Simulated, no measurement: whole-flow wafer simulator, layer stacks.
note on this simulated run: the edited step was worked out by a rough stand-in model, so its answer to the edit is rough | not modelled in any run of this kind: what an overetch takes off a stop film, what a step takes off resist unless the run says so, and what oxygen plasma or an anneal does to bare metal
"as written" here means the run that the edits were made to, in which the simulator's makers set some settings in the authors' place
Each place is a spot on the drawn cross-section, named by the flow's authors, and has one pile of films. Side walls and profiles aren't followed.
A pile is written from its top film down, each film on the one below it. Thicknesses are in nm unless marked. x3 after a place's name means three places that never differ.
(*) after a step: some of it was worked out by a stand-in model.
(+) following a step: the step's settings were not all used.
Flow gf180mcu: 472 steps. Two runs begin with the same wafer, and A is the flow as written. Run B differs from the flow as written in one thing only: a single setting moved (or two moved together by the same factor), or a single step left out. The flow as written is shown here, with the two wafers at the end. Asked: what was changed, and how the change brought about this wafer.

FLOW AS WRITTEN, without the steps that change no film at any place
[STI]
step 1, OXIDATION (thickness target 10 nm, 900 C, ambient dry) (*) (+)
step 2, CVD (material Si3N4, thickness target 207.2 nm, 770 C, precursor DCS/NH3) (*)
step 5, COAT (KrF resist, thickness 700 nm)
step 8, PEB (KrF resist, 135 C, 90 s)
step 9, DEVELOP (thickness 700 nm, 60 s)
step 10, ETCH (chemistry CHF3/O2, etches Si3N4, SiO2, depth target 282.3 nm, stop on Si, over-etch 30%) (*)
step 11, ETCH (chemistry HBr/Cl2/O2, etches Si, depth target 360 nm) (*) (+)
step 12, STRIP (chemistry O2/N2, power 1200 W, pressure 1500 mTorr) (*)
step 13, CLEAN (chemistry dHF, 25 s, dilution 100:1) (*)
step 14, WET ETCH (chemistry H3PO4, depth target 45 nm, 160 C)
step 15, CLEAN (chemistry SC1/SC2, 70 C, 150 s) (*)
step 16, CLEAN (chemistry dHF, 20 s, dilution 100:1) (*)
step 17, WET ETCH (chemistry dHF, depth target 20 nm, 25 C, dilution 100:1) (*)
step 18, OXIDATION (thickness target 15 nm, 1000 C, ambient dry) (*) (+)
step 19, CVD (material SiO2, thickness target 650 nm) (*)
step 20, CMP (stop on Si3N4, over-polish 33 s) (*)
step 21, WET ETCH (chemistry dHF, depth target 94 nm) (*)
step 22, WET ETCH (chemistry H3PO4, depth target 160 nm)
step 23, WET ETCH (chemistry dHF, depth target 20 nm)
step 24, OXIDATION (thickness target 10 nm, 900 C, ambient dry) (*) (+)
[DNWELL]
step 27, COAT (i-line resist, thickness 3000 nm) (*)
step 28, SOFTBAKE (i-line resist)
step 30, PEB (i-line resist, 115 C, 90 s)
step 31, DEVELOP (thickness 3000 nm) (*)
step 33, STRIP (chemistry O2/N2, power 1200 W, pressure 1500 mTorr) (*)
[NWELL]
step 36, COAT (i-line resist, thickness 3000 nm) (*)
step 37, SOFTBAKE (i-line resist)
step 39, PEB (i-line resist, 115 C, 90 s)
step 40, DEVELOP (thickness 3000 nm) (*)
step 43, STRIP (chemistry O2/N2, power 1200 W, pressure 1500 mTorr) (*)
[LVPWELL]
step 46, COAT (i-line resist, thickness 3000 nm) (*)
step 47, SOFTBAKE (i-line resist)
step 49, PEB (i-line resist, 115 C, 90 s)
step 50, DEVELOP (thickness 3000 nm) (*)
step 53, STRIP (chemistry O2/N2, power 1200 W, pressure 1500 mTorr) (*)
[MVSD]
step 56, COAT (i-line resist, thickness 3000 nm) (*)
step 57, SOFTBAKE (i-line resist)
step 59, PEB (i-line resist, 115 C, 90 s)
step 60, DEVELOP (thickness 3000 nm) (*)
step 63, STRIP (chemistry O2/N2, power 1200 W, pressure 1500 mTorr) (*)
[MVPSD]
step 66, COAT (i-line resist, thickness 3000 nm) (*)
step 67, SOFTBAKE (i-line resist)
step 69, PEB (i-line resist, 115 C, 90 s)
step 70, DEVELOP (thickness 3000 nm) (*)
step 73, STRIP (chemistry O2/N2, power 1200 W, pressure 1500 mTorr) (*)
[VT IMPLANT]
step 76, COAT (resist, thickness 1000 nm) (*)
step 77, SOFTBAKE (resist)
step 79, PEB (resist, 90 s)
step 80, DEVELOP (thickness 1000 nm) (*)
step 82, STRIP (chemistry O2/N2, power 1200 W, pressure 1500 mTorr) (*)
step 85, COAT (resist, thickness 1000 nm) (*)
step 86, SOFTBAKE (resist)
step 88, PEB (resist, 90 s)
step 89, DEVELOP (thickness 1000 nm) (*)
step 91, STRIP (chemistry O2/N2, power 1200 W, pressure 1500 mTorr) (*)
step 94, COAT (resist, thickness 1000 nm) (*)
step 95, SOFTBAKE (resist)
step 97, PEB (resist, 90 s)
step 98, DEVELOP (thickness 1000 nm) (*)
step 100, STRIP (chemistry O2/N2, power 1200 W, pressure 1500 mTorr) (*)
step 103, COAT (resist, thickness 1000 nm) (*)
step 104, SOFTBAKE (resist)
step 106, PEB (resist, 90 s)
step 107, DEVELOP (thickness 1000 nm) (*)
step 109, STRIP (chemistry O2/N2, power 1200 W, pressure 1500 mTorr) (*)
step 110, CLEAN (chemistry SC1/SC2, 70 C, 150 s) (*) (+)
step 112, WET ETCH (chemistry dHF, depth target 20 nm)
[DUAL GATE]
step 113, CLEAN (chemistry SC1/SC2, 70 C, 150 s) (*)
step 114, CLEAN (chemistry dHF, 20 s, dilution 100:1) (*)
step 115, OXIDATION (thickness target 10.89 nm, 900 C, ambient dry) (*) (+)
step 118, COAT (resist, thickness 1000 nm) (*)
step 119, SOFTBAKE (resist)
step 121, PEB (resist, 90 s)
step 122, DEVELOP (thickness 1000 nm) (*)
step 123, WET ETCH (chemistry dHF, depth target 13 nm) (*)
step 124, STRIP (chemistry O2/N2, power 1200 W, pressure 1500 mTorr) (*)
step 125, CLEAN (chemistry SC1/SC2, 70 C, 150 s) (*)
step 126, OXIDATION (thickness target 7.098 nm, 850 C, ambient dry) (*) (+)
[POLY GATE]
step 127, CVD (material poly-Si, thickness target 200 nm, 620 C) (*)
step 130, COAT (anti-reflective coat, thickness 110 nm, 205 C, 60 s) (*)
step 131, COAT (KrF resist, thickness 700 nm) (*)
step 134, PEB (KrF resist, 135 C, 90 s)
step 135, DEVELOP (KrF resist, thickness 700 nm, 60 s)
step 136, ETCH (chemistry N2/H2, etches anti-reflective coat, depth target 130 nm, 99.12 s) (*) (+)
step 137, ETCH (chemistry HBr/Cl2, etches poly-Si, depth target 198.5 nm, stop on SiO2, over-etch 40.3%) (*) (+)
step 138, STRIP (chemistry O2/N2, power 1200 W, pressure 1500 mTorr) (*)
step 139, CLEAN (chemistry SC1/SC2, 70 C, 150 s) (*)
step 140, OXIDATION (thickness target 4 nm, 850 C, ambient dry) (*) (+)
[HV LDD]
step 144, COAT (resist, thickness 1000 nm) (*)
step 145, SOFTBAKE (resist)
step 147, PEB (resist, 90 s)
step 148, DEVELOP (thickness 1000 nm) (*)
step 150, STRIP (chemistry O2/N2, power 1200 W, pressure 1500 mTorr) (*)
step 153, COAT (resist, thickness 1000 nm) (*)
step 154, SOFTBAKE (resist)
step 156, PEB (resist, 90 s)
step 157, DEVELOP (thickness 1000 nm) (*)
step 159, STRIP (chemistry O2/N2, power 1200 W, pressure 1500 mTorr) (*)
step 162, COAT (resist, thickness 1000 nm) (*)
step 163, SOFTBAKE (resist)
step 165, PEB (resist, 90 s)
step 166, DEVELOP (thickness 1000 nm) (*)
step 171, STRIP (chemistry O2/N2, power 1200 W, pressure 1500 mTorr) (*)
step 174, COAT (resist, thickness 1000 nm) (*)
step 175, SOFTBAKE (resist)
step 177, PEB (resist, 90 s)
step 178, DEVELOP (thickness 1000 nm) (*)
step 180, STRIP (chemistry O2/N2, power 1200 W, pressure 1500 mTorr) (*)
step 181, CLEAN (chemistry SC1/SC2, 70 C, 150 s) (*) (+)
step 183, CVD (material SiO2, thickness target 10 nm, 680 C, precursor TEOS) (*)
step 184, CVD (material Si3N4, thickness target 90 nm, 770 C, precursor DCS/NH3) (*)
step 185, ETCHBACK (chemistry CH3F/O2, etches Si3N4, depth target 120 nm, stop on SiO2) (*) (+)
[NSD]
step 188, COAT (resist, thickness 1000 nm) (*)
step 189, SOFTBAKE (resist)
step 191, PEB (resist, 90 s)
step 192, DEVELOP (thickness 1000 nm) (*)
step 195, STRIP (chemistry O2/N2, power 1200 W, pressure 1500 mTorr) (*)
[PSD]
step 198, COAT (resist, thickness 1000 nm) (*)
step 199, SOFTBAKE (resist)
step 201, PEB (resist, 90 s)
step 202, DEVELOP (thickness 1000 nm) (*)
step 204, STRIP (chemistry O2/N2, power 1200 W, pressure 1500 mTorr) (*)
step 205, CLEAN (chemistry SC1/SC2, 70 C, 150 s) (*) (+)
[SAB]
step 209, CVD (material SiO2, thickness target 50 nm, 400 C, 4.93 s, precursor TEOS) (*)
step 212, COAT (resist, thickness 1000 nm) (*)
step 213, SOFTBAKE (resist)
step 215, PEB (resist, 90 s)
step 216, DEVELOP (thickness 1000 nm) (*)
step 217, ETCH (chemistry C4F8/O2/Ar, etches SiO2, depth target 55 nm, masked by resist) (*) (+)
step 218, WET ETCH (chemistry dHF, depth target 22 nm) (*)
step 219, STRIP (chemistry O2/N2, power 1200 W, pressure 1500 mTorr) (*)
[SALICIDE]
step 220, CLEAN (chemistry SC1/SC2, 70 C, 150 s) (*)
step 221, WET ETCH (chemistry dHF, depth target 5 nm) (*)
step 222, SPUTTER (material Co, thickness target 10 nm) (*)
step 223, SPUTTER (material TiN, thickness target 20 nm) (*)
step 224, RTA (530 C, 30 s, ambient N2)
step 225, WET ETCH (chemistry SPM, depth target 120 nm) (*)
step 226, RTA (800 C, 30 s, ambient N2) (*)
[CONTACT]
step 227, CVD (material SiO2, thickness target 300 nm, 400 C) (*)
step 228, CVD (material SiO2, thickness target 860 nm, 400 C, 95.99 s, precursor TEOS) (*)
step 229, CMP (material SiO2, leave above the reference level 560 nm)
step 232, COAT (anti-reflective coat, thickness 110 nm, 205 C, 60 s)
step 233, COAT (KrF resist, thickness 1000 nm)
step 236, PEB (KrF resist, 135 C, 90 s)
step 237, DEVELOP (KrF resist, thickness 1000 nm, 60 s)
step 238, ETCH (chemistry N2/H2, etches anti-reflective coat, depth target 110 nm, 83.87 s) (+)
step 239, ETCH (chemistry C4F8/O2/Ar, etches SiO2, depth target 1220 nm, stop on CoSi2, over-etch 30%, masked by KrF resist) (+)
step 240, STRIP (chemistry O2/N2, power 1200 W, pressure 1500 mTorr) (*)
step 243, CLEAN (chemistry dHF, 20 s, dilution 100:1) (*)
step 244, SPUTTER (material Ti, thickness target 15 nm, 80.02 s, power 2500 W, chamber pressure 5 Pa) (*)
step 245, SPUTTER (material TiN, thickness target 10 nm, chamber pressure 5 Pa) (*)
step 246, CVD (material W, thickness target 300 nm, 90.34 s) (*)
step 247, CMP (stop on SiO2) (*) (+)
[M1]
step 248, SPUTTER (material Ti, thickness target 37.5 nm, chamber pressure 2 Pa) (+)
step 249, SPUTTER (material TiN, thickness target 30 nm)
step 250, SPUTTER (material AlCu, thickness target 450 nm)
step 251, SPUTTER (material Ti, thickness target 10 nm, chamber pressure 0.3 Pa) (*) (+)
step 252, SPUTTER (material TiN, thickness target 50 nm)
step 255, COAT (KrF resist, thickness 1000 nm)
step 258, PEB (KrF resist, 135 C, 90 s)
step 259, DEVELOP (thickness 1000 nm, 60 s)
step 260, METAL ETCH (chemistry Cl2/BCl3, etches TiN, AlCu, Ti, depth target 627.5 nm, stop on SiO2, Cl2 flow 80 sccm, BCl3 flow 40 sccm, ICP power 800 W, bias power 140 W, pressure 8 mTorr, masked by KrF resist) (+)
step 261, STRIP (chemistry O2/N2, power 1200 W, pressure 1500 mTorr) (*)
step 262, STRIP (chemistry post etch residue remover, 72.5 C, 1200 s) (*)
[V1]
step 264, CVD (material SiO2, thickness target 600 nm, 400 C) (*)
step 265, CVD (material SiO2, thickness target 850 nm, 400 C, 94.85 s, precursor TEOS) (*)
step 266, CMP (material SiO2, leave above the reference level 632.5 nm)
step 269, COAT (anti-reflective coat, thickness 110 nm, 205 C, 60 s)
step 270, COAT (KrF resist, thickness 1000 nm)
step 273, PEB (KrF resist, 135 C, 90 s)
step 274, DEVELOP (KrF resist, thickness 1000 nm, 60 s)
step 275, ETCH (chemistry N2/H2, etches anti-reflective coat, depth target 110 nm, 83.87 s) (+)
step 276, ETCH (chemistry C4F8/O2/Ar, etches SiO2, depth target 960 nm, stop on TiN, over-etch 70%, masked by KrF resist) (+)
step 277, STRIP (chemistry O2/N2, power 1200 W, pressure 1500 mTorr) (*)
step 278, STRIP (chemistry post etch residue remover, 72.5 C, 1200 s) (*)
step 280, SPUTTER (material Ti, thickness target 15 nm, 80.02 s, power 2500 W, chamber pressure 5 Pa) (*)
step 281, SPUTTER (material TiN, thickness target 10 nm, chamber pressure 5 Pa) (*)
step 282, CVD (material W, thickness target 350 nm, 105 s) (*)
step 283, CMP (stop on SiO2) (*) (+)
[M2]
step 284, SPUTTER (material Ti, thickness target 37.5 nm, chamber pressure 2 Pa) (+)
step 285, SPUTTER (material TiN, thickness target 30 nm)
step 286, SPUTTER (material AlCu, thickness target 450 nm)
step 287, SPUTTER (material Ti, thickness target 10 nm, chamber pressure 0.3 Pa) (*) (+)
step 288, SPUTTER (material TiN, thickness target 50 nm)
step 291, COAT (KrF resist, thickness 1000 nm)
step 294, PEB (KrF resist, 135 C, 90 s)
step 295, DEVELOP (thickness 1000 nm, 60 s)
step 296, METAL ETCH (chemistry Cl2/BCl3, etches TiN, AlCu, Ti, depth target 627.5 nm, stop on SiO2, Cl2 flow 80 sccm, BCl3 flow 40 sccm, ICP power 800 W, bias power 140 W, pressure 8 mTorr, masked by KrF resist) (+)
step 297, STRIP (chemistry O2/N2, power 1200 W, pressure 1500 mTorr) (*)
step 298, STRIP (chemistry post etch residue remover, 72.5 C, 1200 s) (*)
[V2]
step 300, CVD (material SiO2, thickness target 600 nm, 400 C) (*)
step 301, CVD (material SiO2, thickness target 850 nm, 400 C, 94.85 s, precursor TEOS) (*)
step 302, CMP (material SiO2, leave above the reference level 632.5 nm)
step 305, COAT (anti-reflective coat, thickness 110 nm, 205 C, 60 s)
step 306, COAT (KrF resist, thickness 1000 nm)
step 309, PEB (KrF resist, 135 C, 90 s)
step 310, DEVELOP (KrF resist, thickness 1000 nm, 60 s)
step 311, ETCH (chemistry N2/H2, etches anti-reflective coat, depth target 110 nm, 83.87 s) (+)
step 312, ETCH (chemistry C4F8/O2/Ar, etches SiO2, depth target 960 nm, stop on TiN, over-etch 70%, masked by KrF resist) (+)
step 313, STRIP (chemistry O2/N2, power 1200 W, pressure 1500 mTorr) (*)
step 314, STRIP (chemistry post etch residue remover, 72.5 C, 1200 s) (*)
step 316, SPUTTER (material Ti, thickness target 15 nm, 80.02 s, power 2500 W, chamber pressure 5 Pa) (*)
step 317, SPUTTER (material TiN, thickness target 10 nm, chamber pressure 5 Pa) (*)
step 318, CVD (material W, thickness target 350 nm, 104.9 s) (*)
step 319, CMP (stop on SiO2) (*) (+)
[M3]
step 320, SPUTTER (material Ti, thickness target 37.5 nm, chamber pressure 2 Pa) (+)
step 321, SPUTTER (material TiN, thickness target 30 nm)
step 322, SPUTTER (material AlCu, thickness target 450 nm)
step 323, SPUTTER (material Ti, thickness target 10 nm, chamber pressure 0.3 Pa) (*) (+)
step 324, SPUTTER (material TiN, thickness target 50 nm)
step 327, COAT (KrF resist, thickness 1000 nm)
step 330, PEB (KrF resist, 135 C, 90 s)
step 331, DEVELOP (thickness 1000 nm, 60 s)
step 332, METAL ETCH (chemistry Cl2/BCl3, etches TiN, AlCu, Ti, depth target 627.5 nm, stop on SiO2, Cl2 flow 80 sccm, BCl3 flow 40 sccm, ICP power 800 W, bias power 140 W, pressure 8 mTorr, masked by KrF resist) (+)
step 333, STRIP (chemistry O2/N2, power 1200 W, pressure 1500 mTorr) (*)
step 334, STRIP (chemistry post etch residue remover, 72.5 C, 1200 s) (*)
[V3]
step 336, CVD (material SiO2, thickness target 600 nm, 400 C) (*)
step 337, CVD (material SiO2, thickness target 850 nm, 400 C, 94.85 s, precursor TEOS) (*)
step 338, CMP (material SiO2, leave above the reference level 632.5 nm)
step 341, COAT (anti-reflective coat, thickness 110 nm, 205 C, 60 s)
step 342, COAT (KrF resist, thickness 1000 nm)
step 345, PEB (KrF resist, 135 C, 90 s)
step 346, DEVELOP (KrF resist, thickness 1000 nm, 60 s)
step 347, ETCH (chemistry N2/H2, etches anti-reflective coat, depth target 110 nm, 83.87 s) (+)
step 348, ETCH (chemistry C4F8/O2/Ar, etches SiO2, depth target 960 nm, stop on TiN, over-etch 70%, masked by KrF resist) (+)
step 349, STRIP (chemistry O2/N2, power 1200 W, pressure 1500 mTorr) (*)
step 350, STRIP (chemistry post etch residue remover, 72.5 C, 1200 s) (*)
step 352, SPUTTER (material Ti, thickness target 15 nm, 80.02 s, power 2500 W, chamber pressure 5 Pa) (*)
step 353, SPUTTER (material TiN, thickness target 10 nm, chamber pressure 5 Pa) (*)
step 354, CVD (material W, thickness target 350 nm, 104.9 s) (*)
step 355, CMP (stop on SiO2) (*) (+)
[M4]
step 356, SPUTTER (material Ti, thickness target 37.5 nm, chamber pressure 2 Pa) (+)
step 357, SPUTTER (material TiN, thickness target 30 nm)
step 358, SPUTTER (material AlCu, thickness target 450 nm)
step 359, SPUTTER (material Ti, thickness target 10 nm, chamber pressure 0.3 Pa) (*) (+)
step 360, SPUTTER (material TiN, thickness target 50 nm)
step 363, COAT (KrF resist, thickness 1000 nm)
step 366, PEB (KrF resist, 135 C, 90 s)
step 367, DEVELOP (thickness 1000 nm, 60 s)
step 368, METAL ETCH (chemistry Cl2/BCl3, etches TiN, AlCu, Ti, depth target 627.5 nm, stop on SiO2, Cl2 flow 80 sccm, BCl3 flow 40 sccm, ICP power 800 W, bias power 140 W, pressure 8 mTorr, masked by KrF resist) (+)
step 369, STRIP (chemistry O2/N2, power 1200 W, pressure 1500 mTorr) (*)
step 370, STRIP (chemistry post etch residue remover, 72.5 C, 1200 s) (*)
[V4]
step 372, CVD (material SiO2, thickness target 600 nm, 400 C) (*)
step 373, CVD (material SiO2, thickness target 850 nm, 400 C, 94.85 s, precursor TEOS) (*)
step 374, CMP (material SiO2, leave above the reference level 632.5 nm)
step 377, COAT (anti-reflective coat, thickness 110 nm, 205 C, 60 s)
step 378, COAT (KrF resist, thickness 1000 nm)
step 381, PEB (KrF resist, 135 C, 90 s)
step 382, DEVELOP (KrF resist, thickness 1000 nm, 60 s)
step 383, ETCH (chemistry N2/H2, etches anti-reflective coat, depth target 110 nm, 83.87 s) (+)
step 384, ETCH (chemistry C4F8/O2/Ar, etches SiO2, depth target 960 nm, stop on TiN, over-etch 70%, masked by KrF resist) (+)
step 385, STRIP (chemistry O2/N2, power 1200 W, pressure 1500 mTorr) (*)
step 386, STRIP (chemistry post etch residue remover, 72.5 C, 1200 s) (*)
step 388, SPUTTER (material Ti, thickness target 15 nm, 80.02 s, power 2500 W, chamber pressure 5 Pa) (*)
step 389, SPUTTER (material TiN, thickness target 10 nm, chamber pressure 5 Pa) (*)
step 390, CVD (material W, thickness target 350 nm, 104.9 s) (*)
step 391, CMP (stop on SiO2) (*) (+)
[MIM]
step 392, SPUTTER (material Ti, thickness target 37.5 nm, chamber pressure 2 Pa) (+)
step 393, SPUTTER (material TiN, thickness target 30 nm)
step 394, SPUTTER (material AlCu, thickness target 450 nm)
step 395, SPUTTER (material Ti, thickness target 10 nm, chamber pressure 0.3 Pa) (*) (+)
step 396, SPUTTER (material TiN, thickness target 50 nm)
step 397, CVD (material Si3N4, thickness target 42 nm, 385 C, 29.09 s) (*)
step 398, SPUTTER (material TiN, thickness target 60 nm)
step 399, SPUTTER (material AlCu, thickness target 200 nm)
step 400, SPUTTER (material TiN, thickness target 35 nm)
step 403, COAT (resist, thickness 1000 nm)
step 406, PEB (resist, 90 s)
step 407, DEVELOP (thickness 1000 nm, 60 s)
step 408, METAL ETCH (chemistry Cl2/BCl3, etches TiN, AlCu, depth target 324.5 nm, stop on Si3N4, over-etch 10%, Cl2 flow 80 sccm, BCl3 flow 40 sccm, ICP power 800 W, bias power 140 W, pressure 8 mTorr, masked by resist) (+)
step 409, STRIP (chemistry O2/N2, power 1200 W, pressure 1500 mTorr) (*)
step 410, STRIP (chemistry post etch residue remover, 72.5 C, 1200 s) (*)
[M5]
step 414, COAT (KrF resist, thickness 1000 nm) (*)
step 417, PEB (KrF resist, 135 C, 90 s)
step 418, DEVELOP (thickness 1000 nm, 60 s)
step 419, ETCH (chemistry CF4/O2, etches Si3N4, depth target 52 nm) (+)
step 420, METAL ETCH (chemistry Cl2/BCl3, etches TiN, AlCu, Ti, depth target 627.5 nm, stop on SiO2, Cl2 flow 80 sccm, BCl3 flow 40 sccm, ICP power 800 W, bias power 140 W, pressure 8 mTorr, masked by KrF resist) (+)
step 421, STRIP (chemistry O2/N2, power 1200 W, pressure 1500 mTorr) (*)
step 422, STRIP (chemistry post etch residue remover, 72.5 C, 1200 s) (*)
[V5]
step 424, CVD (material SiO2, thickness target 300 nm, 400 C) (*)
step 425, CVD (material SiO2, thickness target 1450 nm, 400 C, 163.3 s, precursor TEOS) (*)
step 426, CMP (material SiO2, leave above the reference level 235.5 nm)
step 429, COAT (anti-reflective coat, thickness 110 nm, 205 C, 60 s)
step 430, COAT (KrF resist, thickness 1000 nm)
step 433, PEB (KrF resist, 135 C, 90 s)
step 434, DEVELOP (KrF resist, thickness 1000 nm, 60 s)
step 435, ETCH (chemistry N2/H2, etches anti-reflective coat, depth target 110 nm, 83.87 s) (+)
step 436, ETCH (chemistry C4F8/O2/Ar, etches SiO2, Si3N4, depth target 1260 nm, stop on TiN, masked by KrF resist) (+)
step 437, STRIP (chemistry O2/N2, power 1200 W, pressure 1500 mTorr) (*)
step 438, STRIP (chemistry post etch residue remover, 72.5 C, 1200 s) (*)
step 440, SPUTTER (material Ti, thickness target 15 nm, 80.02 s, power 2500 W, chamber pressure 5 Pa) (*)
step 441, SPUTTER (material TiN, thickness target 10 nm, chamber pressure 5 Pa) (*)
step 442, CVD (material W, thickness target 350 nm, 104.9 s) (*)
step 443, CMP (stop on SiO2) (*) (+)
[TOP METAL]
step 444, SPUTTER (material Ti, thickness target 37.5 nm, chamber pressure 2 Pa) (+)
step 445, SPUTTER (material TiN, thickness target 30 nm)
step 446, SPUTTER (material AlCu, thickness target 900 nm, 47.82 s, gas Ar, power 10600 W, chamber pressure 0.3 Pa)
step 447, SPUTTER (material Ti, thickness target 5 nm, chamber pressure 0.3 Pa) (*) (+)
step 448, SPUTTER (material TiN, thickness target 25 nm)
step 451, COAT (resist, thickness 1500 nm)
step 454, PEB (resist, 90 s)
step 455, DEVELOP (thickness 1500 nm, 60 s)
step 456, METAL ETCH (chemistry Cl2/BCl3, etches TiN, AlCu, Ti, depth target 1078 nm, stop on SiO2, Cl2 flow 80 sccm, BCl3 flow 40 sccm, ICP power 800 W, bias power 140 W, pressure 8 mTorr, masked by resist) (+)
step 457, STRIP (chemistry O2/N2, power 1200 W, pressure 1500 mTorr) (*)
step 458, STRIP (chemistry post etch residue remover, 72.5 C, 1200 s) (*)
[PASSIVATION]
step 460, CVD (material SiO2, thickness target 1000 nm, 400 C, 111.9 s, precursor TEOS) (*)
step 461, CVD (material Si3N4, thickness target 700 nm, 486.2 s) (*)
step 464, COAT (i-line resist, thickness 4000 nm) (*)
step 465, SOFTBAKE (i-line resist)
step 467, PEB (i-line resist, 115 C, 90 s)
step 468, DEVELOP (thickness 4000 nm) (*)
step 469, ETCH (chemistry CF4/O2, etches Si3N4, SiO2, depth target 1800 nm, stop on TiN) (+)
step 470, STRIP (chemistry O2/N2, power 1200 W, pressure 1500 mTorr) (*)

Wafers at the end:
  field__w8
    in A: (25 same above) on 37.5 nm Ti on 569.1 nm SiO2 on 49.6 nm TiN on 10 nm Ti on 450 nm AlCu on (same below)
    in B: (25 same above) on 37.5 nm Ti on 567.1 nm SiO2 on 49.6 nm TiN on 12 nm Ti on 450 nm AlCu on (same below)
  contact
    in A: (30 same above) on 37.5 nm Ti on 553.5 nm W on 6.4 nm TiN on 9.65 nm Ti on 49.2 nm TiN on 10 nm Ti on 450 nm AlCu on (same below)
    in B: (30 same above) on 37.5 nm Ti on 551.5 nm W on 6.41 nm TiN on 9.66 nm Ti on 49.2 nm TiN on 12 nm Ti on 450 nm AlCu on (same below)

The reason: step 287, SPUTTER: thickness target 12 nm was run, though the flow has thickness target 10 nm.
One can read it off the wafer: field__w8 has Ti 12, and step 287 as written asks for 10 nm.

The path from the change to this, step by step:
  step 287, SPUTTER (material Ti, thickness target 10 nm, chamber pressure 0.3 Pa) (*) (+)
      field, field__w1, field__w2 and 108 more: A Ti gains 10 (new film) | B Ti gains 12 (new film)
  step 296, METAL ETCH (chemistry Cl2/BCl3, etches TiN, AlCu, Ti, depth target 627.5 nm, stop on SiO2, Cl2 flow 80 sccm, BCl3 flow 40 sccm, ICP power 800 W, bias power 140 W, pressure 8 mTorr, masked by KrF resist) (+)
      field, field__w1, field__w2 and 103 more: A TiN loses 50 (all of it), Ti loses 10 (all of it), AlCu loses 450 (all of it), TiN loses 30 (all of it), Ti loses 37.5 (all of it) | B TiN loses 50 (all of it), Ti loses 12 (all of it), AlCu loses 450 (all of it), TiN loses 30 (all of it), Ti loses 37.5 (all of it)
